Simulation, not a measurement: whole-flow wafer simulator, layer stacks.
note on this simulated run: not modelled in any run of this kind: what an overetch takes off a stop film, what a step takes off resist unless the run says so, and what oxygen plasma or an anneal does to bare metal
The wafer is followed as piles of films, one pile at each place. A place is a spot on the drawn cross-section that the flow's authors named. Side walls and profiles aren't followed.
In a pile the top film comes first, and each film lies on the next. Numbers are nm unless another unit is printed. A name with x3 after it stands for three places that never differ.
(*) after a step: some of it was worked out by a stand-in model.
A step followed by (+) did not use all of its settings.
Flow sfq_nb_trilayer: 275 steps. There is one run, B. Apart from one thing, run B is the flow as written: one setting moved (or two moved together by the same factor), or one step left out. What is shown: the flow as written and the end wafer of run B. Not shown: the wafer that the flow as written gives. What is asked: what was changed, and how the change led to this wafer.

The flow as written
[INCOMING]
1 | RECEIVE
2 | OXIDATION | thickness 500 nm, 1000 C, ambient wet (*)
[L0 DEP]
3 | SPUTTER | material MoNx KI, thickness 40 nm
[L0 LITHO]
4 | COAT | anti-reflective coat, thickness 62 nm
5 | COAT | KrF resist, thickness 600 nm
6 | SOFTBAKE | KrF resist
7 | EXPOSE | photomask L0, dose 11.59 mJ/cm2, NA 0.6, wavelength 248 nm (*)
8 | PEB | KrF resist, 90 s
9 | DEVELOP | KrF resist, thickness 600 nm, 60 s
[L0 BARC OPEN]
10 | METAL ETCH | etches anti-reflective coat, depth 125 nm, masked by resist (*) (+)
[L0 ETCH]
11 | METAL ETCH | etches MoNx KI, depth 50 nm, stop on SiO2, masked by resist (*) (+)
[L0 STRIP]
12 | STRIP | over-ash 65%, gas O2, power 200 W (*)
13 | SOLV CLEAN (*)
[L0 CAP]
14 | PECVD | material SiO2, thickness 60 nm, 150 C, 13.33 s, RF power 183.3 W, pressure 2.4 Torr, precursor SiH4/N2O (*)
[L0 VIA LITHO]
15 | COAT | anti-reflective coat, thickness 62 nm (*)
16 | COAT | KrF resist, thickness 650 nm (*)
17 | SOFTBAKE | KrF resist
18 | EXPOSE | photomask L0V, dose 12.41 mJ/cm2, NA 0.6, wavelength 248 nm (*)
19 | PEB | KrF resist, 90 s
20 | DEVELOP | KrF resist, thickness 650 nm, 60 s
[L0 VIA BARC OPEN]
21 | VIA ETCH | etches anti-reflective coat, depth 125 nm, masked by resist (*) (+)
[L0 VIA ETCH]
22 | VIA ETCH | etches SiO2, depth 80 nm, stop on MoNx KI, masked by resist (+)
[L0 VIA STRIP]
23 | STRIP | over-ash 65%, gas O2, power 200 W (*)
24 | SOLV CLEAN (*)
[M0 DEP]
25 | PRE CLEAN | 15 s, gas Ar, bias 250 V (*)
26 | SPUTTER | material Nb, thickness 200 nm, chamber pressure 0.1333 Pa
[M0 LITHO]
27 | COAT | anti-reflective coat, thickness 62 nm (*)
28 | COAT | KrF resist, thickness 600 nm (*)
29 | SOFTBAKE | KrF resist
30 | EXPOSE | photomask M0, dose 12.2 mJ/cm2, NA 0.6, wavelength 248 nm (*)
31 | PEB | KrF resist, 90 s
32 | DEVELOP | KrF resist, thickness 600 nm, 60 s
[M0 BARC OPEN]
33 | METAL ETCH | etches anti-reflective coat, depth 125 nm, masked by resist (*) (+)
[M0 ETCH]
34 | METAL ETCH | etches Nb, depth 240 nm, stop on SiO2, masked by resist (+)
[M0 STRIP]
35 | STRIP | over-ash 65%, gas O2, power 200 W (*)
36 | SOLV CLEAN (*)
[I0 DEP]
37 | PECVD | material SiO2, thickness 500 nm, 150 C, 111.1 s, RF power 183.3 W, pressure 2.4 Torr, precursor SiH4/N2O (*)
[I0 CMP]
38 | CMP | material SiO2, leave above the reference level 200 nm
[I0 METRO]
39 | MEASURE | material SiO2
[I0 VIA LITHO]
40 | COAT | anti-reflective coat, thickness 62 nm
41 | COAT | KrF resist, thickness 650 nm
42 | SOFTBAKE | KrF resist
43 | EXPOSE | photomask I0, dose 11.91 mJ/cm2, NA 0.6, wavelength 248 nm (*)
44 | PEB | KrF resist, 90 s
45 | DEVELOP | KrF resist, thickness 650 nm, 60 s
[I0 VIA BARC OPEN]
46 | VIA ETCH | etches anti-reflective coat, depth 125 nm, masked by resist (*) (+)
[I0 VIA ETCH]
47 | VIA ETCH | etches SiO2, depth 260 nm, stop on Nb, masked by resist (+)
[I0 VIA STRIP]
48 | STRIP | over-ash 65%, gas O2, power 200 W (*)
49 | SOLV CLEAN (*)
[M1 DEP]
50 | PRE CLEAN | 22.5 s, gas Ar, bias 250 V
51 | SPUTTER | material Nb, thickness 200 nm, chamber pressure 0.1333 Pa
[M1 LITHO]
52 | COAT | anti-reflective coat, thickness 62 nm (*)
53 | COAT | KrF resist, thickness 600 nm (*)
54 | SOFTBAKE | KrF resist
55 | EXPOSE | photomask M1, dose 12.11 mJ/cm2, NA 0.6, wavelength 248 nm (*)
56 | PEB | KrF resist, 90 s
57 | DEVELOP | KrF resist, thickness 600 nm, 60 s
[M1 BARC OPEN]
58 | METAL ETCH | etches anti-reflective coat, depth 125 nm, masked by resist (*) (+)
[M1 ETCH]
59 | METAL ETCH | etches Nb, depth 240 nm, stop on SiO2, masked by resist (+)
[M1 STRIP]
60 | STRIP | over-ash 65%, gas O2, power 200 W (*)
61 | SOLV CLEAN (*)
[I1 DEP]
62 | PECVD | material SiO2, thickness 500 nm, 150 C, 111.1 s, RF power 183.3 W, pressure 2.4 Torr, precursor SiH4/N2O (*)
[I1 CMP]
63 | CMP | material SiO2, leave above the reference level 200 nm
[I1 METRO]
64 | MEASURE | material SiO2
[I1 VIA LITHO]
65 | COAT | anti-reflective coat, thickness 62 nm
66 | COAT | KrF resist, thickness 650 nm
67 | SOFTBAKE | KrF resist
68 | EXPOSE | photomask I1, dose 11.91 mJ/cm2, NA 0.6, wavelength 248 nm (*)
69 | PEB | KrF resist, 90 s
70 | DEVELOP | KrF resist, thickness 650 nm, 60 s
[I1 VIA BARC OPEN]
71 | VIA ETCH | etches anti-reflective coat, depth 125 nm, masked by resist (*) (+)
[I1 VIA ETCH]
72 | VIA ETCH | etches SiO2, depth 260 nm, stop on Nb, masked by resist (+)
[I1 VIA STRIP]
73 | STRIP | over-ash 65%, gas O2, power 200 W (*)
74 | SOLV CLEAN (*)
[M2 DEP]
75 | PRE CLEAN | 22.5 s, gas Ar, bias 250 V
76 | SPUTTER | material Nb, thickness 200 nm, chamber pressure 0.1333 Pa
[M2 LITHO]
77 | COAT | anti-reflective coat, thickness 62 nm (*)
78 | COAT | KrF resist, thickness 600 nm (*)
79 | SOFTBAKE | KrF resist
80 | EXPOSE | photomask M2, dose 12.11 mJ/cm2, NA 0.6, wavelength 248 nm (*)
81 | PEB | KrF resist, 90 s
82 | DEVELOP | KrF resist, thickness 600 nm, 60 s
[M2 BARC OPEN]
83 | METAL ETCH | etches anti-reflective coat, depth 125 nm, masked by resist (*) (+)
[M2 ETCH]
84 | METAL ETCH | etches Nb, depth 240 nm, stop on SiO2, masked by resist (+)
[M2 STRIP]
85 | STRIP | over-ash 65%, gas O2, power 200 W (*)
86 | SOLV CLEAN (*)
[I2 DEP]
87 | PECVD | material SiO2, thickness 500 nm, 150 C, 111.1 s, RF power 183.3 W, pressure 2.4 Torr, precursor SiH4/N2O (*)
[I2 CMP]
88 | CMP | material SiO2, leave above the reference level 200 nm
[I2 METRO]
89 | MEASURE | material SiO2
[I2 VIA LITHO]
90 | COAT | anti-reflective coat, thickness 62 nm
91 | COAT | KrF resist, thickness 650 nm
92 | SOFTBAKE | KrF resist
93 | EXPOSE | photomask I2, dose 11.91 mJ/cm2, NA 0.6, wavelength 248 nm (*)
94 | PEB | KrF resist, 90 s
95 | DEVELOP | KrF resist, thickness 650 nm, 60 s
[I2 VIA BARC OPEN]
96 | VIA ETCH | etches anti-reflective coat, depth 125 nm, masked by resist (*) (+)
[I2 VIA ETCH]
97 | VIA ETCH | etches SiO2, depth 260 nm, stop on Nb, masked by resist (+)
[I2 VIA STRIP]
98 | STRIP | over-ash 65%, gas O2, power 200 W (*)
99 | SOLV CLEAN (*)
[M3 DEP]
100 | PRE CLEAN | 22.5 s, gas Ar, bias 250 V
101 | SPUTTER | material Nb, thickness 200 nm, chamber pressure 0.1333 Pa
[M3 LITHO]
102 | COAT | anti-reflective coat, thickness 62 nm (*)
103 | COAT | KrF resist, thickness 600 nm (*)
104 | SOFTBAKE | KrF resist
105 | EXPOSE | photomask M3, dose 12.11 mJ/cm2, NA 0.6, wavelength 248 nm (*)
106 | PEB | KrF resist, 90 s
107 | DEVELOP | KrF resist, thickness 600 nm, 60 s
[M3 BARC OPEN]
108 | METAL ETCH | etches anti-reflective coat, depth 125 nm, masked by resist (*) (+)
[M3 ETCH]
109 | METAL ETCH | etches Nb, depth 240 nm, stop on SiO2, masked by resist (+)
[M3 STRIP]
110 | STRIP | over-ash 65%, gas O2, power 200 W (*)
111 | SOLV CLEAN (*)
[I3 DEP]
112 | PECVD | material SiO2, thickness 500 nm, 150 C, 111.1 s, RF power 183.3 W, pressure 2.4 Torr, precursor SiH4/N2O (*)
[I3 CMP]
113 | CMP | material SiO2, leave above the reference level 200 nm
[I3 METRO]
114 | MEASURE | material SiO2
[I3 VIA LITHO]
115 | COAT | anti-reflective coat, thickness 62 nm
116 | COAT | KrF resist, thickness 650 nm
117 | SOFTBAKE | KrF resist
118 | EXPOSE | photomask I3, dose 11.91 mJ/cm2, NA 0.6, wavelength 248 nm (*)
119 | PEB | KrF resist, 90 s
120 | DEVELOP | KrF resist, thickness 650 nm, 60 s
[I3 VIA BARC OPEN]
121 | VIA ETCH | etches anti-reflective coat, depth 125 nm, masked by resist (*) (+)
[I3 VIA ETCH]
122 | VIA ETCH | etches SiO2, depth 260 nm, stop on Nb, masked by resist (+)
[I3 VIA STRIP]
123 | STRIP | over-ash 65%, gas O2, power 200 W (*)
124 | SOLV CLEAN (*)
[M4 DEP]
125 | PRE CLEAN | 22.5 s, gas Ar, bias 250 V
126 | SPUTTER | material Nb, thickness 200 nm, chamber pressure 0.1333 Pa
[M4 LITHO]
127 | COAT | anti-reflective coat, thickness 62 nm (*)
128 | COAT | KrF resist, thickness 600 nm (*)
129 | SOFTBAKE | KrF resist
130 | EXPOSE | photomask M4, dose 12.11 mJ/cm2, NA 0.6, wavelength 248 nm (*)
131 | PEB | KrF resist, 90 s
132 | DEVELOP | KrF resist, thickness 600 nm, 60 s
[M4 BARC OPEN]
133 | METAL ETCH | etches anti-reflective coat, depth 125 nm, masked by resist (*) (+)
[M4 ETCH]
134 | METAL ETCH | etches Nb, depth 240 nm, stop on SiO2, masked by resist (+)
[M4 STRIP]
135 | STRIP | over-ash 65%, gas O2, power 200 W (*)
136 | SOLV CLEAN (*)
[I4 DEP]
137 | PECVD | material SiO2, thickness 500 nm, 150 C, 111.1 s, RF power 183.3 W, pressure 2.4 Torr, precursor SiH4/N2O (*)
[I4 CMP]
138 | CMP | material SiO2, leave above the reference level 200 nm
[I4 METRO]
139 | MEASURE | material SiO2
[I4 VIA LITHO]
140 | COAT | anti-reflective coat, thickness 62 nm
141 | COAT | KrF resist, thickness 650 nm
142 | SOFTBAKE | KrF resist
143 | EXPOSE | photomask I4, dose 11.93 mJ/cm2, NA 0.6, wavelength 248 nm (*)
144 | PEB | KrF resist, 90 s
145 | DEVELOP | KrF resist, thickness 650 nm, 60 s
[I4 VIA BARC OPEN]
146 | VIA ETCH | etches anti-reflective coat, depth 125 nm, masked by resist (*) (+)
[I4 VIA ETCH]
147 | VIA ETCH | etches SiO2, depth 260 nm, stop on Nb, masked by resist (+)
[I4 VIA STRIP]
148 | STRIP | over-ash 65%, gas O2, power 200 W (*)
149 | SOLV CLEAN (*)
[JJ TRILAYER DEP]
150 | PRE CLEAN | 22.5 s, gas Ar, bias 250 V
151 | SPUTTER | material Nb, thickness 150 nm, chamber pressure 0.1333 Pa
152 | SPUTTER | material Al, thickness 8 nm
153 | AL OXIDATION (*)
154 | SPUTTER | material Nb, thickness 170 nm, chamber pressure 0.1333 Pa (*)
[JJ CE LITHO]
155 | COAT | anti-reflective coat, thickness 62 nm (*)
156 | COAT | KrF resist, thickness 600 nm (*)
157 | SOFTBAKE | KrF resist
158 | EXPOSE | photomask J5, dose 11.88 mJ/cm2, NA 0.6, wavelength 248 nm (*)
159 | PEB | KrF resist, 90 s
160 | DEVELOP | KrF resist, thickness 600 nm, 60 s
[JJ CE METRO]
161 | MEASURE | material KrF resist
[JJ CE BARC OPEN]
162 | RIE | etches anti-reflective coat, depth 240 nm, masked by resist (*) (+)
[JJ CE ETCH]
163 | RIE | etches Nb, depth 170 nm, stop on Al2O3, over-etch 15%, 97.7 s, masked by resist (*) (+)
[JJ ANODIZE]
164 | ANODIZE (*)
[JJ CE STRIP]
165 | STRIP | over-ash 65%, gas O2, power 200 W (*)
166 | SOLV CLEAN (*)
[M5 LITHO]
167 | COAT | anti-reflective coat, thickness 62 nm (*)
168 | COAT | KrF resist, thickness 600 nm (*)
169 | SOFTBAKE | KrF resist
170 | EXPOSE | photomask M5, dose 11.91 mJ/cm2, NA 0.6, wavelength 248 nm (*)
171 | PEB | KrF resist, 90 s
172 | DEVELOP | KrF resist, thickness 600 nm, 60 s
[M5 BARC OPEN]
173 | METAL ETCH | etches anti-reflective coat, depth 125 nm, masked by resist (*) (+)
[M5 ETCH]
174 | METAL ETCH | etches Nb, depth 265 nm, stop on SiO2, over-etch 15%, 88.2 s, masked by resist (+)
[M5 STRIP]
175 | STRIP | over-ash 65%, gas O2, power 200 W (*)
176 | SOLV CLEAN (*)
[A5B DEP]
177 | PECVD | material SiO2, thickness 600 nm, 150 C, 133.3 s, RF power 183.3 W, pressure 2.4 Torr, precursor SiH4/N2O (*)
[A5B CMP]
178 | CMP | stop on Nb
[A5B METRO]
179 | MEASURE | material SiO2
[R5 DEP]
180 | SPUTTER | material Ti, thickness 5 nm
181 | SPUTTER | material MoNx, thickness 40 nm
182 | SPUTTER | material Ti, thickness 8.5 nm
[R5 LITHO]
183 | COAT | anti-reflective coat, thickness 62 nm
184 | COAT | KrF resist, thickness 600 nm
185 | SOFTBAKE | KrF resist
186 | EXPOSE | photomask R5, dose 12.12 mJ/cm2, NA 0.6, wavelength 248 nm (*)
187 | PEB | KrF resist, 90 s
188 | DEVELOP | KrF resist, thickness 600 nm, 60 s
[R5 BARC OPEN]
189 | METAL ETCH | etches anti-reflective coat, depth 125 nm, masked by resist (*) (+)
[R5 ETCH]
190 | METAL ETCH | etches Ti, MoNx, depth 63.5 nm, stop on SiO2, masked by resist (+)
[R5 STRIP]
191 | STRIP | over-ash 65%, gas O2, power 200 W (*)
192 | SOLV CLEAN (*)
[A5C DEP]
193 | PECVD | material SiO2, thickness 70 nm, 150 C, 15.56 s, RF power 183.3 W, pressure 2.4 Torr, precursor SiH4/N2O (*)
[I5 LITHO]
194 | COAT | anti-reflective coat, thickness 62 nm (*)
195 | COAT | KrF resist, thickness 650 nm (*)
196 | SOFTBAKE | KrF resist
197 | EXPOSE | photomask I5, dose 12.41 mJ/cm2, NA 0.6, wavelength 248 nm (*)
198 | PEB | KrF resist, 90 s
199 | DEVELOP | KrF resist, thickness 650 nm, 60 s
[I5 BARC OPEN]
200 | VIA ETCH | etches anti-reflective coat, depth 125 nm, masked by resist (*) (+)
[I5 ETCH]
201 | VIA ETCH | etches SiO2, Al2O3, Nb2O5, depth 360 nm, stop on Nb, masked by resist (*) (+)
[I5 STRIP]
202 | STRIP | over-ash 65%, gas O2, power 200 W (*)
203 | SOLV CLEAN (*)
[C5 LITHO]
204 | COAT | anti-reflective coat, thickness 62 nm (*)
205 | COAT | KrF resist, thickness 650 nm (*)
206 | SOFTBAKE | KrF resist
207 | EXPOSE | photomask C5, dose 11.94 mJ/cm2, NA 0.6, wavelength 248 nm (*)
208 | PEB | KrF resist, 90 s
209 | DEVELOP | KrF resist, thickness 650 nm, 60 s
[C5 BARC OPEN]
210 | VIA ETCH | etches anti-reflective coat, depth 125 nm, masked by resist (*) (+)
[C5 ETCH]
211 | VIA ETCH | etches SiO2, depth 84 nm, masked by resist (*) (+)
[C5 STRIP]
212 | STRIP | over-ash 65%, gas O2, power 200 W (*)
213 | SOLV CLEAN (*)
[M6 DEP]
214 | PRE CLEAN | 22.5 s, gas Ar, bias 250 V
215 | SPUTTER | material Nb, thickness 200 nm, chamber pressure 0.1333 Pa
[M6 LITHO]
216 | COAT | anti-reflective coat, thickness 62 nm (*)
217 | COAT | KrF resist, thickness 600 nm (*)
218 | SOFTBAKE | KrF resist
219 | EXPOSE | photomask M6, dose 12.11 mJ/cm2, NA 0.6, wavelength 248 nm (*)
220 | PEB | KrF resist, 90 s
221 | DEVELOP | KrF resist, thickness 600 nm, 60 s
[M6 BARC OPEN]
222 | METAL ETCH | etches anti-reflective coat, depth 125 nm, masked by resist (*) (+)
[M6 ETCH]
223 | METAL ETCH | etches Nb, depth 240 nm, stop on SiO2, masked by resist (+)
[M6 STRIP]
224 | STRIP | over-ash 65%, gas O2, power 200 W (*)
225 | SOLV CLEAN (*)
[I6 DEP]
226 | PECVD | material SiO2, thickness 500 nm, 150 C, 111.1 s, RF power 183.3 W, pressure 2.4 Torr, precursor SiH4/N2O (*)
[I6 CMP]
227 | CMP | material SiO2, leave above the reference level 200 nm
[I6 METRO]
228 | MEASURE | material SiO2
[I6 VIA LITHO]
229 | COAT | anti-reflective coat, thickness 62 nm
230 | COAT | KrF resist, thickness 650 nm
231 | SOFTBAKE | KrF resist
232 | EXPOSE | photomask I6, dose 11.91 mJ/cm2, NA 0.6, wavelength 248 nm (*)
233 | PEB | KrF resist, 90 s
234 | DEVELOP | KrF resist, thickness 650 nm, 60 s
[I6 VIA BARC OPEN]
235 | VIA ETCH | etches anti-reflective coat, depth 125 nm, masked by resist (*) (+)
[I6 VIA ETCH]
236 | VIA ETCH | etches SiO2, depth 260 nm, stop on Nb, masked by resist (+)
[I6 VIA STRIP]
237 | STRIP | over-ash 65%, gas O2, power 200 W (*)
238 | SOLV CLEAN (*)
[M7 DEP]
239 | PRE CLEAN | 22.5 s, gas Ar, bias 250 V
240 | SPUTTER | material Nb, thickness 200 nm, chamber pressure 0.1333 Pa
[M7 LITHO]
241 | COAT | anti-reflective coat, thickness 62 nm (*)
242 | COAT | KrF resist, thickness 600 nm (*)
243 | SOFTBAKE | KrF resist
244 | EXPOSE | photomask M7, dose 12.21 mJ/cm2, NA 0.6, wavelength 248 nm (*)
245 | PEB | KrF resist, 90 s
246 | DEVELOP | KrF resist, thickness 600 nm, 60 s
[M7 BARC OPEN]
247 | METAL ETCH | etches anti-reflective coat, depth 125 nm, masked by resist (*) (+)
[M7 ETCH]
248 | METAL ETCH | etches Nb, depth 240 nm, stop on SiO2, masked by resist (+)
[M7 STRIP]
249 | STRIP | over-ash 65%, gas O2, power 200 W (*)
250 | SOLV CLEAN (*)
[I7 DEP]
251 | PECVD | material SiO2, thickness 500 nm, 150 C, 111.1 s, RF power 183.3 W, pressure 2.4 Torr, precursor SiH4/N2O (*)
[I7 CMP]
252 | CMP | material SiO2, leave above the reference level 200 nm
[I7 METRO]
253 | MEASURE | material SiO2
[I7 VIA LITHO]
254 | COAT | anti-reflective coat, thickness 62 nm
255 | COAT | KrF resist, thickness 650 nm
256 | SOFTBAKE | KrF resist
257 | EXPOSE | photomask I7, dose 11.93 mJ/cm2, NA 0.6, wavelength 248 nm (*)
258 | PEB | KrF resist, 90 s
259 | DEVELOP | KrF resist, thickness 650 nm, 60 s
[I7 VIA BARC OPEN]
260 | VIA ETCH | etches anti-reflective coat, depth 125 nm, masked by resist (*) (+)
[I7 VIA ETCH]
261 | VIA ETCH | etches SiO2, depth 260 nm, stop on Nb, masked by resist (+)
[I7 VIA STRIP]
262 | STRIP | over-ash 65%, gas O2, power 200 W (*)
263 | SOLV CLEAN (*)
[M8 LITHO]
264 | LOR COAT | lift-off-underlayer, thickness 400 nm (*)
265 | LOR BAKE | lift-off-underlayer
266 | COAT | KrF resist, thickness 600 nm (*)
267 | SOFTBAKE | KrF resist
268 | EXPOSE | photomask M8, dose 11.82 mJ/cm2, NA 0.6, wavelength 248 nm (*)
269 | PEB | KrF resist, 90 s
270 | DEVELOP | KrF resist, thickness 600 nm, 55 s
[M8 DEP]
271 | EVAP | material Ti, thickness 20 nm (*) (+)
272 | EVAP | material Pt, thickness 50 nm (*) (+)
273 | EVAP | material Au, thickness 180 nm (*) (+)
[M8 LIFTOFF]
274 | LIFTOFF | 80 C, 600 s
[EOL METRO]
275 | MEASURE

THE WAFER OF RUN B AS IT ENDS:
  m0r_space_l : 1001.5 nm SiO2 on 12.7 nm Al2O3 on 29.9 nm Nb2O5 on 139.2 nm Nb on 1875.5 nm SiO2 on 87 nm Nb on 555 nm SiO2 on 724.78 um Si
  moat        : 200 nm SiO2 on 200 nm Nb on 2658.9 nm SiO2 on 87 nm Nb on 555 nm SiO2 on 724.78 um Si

Cause: step 34, METAL ETCH: depth 113 nm was run, though the flow has depth 240 nm.

Step by step, how the change led to this:
  34 | METAL ETCH | etches Nb, depth 240 nm, stop on SiO2, masked by resist (+)
      moat, m0r_space_l, m0r_space_r: -113 Nb (in the flow as written it would be: -200 Nb (all of it))
      field_l, v_sur, via_wl and 100 more: -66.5 KrF resist (in the flow as written it would be: -141.2 KrF resist)
  35 | STRIP | over-ash 65%, gas O2, power 200 W (*)
      p4_fl x3, p4_w1 x9, p4_g1 x2 and 57 more: -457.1 KrF resist (all of it), -62 anti-reflective coat (all of it) (in the flow as written it would be: -382.4 KrF resist (all of it), -62 anti-reflective coat (all of it))
      ce_r, sp_r, be_r, r_sur: -463.7 KrF resist (all of it), -63.6 anti-reflective coat (all of it) (in the flow as written it would be: -389 KrF resist (all of it), -63.6 anti-reflective coat (all of it))
      (as well as at 28 more places)
  37 | PECVD | material SiO2, thickness 500 nm, 150 C, 111.1 s, RF power 183.3 W, pressure 2.4 Torr, precursor SiH4/N2O (*)
      moat, m0r_space_l, m0r_space_r: +500 SiO2 (new film) (in the flow as written it would be: +557.1 SiO2)
  38 | CMP | material SiO2, leave above the reference level 200 nm
      moat, m0r_space_l, m0r_space_r: -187 SiO2 (in the flow as written it would be: -157.1 SiO2)
With metal films that touch counted as one body, m0r_space_l has 2 bodies (between them, from the top down: SiO2 1875.5); the flow as written gives 1 body.
With metal films that touch counted as one body, moat has 2 bodies (between them, from the top down: SiO2 2658.9); the flow as written gives 1 body.
